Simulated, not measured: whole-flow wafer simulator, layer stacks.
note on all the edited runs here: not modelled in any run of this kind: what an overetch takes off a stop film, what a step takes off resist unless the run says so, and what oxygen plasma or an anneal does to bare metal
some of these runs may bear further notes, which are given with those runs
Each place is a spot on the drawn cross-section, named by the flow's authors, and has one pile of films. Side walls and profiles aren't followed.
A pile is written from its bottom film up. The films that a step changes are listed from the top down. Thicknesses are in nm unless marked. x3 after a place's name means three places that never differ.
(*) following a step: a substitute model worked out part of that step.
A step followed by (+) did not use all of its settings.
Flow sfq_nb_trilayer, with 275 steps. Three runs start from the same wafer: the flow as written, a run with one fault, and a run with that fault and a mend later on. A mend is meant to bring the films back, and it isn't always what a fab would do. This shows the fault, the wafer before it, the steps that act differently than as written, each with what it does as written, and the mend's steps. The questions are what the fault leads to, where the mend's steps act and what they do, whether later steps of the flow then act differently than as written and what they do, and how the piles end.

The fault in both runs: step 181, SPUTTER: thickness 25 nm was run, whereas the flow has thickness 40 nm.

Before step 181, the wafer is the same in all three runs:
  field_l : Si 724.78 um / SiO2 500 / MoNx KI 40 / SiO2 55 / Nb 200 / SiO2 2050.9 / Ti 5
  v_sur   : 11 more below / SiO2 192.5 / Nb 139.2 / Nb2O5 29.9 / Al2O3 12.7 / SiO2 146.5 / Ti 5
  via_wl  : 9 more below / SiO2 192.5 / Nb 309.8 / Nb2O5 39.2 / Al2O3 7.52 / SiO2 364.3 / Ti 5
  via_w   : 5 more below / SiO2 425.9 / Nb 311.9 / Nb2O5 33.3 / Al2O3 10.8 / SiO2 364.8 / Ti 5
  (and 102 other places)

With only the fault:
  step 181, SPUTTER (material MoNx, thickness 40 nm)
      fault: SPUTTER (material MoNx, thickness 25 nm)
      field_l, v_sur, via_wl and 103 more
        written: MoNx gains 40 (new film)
        fault: MoNx gains 25 (new film)
  Steps later in the flow that act otherwise than as written (not shown: 11 more steps that differ only slightly, by at most 2% or 0.5 nm, whichever is larger):
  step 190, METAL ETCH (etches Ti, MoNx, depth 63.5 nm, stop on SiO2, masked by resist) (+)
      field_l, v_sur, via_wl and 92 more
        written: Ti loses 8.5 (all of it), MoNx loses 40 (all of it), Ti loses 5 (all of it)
        fault: Ti loses 8.5 (all of it), MoNx loses 25 (all of it), Ti loses 5 (all of it)
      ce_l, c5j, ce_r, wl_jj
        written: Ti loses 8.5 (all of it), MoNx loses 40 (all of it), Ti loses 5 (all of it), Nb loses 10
        fault: Ti loses 8.5 (all of it), MoNx loses 25 (all of it), Ti loses 5 (all of it), Nb loses 25
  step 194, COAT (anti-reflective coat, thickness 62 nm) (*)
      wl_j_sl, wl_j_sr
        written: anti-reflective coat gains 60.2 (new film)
        fault: anti-reflective coat gains 57.7 (new film)
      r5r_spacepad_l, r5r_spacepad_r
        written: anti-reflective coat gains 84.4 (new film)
        fault: anti-reflective coat gains 77.9 (new film)
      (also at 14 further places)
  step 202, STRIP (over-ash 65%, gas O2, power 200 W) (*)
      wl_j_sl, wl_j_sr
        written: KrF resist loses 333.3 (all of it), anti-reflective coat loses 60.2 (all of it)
        fault: KrF resist loses 333.4 (all of it), anti-reflective coat loses 57.7 (all of it)
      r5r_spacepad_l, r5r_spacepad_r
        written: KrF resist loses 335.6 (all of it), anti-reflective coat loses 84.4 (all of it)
        fault: KrF resist loses 335.1 (all of it), anti-reflective coat loses 77.9 (all of it)
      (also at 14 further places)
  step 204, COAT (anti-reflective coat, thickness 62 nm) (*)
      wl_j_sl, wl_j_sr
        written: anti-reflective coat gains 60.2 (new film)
        fault: anti-reflective coat gains 57.7 (new film)
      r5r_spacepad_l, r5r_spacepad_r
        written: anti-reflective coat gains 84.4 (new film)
        fault: anti-reflective coat gains 77.9 (new film)
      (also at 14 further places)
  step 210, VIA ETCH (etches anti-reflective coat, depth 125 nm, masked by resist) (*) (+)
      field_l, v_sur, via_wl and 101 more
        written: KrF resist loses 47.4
        fault: KrF resist loses 48.4
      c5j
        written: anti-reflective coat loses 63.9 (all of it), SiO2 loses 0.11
        fault: anti-reflective coat loses 68.1 (all of it), SiO2 loses 0.1
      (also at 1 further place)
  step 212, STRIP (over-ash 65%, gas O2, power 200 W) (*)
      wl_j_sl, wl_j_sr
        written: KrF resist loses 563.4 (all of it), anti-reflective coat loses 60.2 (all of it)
        fault: KrF resist loses 562.4 (all of it), anti-reflective coat loses 57.7 (all of it)
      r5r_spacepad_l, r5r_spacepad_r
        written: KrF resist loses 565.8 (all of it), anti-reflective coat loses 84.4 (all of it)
        fault: KrF resist loses 564 (all of it), anti-reflective coat loses 77.9 (all of it)
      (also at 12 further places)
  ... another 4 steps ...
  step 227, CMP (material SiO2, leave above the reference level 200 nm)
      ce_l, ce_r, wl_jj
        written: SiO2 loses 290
        fault: SiO2 loses 275
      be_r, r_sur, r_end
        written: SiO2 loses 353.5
        fault: SiO2 loses 338.5
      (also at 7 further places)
  At ce_l, c5j, ce_r and 8 more, the piles at the end differ from the flow's by more than 2% or 0.5 nm, whichever is larger.
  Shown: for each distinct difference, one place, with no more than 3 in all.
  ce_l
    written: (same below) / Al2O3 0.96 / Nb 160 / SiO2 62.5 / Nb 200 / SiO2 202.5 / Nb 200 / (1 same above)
    fault: (same below) / Al2O3 0.96 / Nb 145 / SiO2 62.5 / Nb 200 / SiO2 217.5 / Nb 200 / (1 same above)
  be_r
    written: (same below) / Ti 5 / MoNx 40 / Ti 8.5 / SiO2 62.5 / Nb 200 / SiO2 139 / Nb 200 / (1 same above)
    fault: (same below) / Ti 5 / MoNx 25 / Ti 8.5 / SiO2 62.5 / Nb 200 / SiO2 154 / Nb 200 / (1 same above)
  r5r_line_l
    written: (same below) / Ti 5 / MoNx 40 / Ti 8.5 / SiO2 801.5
    fault: (same below) / Ti 5 / MoNx 25 / Ti 8.5 / SiO2 816.5

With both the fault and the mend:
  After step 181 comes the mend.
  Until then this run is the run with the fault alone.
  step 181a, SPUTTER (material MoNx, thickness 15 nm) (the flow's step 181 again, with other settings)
      field_l, v_sur, via_wl and 103 more
        MoNx gains 15
  None of the later steps of the flow acts differently than as written at any place that is followed.
  The piles end the same as the flow's at every place that both follow.
